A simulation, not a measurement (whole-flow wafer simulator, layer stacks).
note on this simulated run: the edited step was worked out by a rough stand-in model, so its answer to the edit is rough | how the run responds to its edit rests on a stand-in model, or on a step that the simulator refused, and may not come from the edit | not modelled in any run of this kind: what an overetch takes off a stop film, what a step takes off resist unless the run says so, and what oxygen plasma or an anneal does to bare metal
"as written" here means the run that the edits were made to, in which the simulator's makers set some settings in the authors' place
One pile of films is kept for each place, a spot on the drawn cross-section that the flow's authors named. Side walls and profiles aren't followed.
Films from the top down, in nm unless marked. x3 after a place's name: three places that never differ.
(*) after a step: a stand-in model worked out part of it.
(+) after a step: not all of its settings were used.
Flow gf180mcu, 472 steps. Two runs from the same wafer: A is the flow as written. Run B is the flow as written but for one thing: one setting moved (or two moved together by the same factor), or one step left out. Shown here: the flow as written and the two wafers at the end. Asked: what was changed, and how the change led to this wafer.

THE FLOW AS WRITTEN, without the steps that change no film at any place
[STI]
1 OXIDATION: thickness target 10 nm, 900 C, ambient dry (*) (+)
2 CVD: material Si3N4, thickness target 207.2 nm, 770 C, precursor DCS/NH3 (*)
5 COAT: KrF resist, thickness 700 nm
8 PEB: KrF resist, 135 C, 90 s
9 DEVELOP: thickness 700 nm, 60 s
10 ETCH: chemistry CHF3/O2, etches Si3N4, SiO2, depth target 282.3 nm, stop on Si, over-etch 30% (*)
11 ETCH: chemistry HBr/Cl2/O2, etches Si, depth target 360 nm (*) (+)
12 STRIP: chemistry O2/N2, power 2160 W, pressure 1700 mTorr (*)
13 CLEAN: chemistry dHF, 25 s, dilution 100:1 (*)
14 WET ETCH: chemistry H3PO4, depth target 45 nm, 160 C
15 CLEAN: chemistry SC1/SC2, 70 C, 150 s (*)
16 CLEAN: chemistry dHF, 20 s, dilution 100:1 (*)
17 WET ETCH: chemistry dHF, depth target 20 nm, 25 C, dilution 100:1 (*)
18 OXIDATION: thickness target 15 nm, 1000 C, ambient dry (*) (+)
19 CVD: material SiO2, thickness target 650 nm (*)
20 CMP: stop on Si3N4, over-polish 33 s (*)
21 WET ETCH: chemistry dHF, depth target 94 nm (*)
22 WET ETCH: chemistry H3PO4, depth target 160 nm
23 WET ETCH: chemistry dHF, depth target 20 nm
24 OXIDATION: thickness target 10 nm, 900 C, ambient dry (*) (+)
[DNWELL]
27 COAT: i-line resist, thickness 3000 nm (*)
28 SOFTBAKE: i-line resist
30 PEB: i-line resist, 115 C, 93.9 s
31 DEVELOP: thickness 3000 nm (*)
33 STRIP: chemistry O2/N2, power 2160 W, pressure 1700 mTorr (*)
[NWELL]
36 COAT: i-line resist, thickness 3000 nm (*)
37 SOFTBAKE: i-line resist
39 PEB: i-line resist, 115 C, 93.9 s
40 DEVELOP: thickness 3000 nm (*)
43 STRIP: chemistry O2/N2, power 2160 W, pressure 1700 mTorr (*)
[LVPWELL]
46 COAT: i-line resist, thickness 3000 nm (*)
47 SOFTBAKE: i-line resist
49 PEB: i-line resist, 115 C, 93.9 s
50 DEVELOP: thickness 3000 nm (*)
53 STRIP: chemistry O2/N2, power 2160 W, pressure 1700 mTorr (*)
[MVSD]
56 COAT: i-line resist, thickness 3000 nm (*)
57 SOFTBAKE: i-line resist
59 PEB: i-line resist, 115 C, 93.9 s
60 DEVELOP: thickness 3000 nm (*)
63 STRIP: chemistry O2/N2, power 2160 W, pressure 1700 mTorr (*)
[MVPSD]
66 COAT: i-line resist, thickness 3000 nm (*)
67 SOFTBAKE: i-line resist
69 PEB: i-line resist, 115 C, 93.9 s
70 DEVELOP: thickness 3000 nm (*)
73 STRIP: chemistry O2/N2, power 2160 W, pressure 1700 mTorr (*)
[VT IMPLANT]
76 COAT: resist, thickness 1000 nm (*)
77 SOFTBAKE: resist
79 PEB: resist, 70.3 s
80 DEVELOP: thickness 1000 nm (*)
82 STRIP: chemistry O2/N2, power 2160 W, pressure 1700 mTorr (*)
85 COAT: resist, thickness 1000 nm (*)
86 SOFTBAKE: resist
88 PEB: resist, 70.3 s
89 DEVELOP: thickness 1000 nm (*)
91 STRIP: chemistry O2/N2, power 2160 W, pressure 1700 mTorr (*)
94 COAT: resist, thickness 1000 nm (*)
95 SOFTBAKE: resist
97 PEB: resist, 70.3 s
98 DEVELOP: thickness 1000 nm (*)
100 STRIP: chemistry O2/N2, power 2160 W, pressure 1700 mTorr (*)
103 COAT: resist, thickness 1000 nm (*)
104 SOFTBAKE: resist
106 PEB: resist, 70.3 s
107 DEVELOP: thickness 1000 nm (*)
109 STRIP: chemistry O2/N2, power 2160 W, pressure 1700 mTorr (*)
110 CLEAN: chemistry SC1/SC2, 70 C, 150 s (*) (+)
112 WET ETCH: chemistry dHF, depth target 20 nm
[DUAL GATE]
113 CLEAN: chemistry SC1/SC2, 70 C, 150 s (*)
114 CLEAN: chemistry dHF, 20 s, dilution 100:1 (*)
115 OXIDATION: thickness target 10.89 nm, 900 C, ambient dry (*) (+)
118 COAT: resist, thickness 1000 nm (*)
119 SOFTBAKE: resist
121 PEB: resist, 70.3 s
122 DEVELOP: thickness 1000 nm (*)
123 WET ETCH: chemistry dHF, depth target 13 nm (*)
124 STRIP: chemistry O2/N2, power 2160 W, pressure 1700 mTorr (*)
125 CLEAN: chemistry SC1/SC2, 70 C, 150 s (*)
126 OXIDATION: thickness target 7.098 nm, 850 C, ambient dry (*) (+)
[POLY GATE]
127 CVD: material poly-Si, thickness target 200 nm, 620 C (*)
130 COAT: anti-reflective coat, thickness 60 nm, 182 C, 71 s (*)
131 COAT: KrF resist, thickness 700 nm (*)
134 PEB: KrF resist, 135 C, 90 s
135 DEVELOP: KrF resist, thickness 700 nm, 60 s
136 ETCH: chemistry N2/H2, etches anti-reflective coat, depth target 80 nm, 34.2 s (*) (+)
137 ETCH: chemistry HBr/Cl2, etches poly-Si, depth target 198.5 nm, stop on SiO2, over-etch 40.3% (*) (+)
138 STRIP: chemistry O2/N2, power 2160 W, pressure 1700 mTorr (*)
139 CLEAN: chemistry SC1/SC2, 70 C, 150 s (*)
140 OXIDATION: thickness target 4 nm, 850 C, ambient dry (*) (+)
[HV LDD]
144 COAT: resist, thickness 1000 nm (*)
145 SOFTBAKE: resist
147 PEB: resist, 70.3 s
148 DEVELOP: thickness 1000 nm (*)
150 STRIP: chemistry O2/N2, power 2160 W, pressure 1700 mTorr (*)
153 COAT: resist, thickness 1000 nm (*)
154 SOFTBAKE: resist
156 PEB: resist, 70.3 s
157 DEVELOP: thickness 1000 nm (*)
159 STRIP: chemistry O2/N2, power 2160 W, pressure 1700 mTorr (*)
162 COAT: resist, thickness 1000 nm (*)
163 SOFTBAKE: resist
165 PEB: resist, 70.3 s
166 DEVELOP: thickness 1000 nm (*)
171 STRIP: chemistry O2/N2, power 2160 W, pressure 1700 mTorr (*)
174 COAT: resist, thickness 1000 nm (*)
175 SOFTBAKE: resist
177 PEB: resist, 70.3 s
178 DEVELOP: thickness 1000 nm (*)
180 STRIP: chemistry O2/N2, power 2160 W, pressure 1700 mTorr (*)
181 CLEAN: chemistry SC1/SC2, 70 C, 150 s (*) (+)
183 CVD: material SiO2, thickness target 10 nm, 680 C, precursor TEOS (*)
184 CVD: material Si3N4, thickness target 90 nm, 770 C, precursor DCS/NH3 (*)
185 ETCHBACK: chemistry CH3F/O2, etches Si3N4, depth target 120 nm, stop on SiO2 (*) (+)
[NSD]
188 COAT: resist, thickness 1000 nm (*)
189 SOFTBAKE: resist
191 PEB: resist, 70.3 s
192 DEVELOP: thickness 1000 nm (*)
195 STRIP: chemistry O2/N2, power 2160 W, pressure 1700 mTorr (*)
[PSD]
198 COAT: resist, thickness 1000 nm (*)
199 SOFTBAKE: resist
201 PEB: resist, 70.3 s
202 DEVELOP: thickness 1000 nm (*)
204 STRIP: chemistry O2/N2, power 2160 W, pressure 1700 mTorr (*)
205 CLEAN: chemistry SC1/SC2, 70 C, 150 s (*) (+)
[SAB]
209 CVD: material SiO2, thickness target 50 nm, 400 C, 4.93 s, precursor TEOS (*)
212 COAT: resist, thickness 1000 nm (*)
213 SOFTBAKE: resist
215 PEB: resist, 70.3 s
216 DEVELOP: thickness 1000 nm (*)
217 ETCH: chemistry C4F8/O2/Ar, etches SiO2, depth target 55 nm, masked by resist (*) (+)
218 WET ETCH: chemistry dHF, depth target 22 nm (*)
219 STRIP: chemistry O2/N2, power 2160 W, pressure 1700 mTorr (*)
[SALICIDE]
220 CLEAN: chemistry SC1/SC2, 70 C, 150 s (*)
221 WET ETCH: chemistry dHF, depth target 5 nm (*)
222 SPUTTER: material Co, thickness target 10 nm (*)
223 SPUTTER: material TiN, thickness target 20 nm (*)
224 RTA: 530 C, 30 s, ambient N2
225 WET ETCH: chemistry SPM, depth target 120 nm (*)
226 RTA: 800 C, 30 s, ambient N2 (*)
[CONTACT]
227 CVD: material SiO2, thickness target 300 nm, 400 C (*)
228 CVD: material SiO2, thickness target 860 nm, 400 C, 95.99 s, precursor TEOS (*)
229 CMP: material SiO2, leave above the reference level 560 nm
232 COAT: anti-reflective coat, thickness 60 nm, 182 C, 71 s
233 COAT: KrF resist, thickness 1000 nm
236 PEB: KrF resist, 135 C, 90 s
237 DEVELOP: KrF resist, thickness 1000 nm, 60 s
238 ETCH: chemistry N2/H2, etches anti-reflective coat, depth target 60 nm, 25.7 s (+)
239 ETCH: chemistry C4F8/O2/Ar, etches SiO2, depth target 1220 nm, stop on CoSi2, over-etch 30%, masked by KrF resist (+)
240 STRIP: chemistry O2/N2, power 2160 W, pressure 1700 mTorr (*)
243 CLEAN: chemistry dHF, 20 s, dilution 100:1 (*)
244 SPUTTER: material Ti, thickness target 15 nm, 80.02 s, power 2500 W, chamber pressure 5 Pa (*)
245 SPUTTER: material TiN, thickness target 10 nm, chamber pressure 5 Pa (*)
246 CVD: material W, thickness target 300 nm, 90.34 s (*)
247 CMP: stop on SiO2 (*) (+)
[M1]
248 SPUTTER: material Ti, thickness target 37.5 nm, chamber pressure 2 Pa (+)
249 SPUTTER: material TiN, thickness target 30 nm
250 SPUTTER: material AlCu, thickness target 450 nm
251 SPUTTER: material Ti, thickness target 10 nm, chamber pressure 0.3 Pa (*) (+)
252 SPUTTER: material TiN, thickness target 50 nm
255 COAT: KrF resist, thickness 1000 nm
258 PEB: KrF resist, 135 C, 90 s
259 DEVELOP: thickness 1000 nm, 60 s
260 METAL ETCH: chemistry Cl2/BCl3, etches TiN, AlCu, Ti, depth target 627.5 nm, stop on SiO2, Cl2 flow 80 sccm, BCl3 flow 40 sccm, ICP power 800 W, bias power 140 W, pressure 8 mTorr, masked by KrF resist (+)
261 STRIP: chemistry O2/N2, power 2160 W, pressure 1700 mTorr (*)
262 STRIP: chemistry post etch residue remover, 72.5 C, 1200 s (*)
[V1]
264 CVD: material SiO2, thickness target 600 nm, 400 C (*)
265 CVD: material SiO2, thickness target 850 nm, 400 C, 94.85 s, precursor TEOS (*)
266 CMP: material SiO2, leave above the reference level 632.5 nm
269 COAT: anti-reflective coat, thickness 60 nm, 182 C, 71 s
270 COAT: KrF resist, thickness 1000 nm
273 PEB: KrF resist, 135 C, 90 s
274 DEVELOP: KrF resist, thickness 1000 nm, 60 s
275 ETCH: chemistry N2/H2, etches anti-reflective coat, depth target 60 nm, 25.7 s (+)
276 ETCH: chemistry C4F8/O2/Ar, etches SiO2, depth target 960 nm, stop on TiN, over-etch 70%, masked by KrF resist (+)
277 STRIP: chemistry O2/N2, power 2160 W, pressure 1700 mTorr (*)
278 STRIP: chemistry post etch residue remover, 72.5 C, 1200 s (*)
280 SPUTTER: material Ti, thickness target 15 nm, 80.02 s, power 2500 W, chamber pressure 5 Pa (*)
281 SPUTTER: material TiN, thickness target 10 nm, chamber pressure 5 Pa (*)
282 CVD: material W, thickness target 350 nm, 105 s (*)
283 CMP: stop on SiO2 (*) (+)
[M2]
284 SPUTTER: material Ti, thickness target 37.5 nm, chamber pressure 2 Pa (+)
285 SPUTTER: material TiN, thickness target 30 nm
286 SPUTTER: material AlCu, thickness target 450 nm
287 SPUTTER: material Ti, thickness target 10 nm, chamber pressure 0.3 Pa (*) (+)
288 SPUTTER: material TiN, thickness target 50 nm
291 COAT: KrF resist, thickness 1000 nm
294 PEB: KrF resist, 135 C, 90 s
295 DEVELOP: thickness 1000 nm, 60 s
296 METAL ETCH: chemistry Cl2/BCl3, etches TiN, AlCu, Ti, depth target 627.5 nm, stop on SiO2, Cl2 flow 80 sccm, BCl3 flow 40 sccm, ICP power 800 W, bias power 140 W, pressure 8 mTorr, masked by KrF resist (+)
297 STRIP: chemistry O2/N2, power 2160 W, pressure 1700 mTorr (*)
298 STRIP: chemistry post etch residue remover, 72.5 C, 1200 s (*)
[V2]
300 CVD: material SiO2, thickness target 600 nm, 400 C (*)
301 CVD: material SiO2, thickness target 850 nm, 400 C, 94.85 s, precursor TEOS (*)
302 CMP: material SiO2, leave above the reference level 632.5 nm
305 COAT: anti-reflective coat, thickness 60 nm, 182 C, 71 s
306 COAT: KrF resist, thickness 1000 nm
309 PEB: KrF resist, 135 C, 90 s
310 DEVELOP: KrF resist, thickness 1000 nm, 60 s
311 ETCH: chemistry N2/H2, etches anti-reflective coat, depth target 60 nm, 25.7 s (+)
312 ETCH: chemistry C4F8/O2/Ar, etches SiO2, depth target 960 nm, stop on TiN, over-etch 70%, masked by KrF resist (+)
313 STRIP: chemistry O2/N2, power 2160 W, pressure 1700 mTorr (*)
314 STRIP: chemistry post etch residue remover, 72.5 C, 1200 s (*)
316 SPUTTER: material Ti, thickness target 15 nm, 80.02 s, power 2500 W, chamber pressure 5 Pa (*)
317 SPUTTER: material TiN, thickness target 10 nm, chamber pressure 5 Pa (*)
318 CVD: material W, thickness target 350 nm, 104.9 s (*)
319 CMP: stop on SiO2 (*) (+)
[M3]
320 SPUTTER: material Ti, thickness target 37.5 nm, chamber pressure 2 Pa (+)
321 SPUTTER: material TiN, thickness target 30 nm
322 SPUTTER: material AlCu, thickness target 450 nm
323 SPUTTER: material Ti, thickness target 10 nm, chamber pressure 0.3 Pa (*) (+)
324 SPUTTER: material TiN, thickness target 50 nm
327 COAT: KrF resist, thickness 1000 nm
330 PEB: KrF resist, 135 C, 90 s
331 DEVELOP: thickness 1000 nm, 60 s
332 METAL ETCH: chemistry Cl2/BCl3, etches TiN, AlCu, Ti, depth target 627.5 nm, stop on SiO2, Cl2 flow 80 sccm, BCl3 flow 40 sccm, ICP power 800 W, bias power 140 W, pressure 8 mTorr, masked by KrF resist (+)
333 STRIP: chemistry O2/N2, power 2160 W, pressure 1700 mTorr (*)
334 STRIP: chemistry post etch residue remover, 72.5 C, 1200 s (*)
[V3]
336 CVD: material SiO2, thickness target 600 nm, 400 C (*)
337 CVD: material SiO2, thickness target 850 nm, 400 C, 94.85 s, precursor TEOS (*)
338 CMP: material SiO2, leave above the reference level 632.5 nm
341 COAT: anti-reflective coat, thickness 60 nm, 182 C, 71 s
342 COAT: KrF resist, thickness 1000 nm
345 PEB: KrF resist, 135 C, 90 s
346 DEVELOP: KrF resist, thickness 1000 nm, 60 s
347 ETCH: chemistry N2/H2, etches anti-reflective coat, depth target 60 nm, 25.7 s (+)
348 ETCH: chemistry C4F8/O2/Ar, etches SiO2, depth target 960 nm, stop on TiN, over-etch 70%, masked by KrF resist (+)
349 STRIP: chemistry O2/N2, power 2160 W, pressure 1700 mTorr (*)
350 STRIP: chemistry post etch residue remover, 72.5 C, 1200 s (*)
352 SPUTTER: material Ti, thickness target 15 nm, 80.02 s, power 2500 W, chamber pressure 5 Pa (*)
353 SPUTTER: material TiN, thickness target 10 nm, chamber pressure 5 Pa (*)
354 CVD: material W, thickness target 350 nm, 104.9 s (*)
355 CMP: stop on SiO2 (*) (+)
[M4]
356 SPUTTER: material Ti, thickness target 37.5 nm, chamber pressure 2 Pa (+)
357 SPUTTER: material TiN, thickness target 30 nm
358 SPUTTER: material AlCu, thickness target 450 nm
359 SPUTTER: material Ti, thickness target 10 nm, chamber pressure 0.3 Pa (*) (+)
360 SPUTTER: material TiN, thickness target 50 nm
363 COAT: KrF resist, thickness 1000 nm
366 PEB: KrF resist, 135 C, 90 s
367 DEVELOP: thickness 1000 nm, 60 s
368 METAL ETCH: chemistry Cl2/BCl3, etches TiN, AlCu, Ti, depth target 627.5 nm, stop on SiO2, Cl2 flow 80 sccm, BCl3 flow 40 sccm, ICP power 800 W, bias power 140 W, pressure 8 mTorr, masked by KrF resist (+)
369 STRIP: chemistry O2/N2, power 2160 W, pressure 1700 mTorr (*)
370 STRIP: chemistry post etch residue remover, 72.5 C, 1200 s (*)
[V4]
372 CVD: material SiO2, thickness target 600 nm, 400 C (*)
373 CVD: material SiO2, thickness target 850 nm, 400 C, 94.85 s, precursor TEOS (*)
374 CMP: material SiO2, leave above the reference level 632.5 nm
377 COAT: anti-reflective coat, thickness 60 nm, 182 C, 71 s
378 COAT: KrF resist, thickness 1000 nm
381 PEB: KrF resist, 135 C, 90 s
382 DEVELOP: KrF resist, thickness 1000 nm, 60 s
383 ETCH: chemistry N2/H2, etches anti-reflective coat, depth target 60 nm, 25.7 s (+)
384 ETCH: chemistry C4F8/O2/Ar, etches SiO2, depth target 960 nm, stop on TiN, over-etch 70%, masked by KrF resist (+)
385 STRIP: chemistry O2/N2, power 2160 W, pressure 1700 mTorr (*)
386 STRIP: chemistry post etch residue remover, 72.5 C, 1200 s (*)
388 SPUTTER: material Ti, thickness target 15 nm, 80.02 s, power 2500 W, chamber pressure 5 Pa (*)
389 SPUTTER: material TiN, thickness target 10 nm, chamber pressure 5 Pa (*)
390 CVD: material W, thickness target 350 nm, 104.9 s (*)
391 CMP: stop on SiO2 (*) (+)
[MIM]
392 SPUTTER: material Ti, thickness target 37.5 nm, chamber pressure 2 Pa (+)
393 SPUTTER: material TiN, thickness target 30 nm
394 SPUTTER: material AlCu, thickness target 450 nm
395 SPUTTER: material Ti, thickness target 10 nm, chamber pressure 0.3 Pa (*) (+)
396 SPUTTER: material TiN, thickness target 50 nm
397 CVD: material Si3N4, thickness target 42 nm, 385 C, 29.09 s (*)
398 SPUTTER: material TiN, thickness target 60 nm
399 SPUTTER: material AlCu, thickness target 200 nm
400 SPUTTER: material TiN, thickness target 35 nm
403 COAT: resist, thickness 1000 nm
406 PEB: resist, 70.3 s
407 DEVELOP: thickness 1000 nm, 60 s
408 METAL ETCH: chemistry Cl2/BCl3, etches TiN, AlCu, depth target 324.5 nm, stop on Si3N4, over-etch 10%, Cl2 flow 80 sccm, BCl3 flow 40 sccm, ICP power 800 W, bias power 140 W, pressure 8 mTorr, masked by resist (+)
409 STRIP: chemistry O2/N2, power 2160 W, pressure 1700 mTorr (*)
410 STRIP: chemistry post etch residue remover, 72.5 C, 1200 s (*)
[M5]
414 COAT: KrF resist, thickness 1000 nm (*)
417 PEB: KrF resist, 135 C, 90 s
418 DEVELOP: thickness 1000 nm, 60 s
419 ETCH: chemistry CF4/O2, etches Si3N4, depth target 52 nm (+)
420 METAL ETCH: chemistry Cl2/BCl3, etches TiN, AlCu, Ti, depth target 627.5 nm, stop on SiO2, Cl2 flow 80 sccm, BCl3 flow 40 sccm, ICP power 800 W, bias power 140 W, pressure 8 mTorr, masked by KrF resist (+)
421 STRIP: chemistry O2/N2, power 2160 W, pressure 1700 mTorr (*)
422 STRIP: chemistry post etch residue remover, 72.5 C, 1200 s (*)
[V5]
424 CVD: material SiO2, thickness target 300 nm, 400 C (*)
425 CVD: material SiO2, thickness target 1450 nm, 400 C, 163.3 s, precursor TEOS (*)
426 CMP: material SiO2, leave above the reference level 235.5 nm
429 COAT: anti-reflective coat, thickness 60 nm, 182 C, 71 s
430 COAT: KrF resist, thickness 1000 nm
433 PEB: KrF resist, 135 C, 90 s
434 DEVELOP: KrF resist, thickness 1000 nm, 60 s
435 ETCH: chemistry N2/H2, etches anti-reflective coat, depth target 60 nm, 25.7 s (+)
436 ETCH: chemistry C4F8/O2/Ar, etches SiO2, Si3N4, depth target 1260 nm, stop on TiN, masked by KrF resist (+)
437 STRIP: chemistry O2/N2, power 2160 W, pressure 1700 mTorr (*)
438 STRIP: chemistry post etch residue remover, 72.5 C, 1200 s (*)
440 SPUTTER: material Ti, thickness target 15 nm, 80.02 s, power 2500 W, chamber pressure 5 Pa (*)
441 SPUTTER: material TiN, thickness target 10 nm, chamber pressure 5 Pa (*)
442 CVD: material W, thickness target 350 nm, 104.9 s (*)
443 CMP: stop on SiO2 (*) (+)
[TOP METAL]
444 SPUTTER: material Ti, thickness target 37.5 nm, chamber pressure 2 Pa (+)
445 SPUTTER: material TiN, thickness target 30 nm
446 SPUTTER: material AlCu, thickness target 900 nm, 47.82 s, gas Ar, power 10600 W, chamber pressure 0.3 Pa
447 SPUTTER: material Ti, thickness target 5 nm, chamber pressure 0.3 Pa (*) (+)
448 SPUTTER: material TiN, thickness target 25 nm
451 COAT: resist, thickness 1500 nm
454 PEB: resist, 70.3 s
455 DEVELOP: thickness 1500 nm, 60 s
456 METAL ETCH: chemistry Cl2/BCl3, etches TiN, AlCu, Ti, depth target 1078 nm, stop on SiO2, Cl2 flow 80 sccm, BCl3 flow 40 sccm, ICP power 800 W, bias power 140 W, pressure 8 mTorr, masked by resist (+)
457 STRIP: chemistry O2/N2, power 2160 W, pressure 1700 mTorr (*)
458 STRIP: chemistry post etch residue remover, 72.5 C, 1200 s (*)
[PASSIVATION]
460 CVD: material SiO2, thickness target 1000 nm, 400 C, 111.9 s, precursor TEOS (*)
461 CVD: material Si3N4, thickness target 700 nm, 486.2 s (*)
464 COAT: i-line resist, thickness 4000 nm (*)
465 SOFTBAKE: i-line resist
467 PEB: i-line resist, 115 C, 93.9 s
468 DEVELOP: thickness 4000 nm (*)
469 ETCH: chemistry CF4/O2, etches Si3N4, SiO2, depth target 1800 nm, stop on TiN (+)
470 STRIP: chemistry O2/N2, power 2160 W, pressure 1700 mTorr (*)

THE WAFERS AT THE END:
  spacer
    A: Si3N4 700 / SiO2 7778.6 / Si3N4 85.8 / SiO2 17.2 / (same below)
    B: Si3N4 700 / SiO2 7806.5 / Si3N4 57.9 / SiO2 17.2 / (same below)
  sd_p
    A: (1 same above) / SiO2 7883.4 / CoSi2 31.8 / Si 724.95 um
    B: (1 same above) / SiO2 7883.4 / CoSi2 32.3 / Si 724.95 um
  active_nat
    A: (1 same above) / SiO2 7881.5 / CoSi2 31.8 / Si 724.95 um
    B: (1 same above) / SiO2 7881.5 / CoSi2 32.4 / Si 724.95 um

The cause: step 184, CVD: thickness target 62.1 nm was run, where the flow has thickness target 90 nm.

How the change led to this, step by step:
  184 CVD: material Si3N4, thickness target 90 nm, 770 C, precursor DCS/NH3 (*)
      field, field__w1, field__w2 and 101 more: A Si3N4 +90 (new film) | B Si3N4 +62.1 (new film)
  185 ETCHBACK: chemistry CH3F/O2, etches Si3N4, depth target 120 nm, stop on SiO2 (*) (+)
      field, field__w1, field__w2 and 95 more: A Si3N4 -90 (all of it), SiO2 -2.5 | B Si3N4 -62.1 (all of it), SiO2 -4.82
      active_hv, ld_sd_n, ld_drift_p, ldn_tap, ldp_tap: A Si3N4 -90 (all of it), SiO2 -2.5 | B Si3N4 -62.1 (all of it), SiO2 -4.83
  188 COAT: resist, thickness 1000 nm (*)
      spacer: A resist +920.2 (new film) | B resist +945.6 (new film)
  189 SOFTBAKE: resist
      field: A resist +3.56 | B resist -0.34
      field__w6: A resist +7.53 | B resist +6.99
      (and at 9 more places)
  192 DEVELOP: thickness 1000 nm (*)
      spacer: A resist -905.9 (all of it) | B resist -930.8 (all of it)
  195 STRIP: chemistry O2/N2, power 2160 W, pressure 1700 mTorr (*)
      field: A resist -1026.7 (all of it) | B resist -1005.9 (all of it)
  198 COAT: resist, thickness 1000 nm (*)
      spacer: A resist +920.2 (new film) | B resist +945.6 (new film)
  199 SOFTBAKE: resist
      field: A resist +3.56 | B resist -0.34
      field__w6: A resist +7.53 | B resist +6.99
      (and at 9 more places)
  204 STRIP: chemistry O2/N2, power 2160 W, pressure 1700 mTorr (*)
      field: A resist -1026.7 (all of it) | B resist -1005.9 (all of it)
      spacer: A resist -905.9 (all of it) | B resist -930.8 (all of it)
  212 COAT: resist, thickness 1000 nm (*)
      spacer: A resist +919.4 (new film) | B resist +944.7 (new film)
  213 SOFTBAKE: resist
      field__w5: A resist +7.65 | B resist +7.02
      field__w6: A resist +7.87 | B resist +7.36
      (and at 5 more places)
  216 DEVELOP: thickness 1000 nm (*)
      spacer: A resist -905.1 (all of it) | B resist -930 (all of it)
  218 WET ETCH: chemistry dHF, depth target 22 nm (*)
      gate, gate_hv, gate_p and 23 more: A SiO2 -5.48 (all of it) | B SiO2 -3.15 (all of it)
      active, p_well, sd_n, iso_ptap_pw, iso_ntap_nw, iso_ptap_sub, vpnp_e: A SiO2 -9.01 (all of it) | B SiO2 -6.69 (all of it)
      (and at 16 more places)
  222 SPUTTER: material Co, thickness target 10 nm (*)
      field__w2: A Co +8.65 (new film) | B Co +9.26 (new film)
      field__w3: A Co +8.06 (new film) | B Co +8.87 (new film)
      (and at 4 more places)
  223 SPUTTER: material TiN, thickness target 20 nm (*)
      field__w2: A TiN +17 (new film) | B TiN +18.2 (new film)
      field__w3: A TiN +15.7 (new film) | B TiN +17.3 (new film)
      (and at 6 more places)
  224 RTA: 530 C, 30 s, ambient N2
      ld_sd_n: A under 1 film: CoSi +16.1 (new film), Co -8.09 (all of it), Si -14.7 | B under 1 film: CoSi +16.9 (new film), Co -8.48 (all of it), Si -15.4
      ld_drn_n: A under 1 film: CoSi +17.9 (new film), Co -9.02 (all of it), Si -16.4 | B under 1 film: CoSi +18.7 (new film), Co -9.4 (all of it), Si -17.1
      (and at 1 more place)
  ... 2 more steps ...
  229 CMP: material SiO2, leave above the reference level 560 nm
      spacer: A SiO2 -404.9 | B SiO2 -377
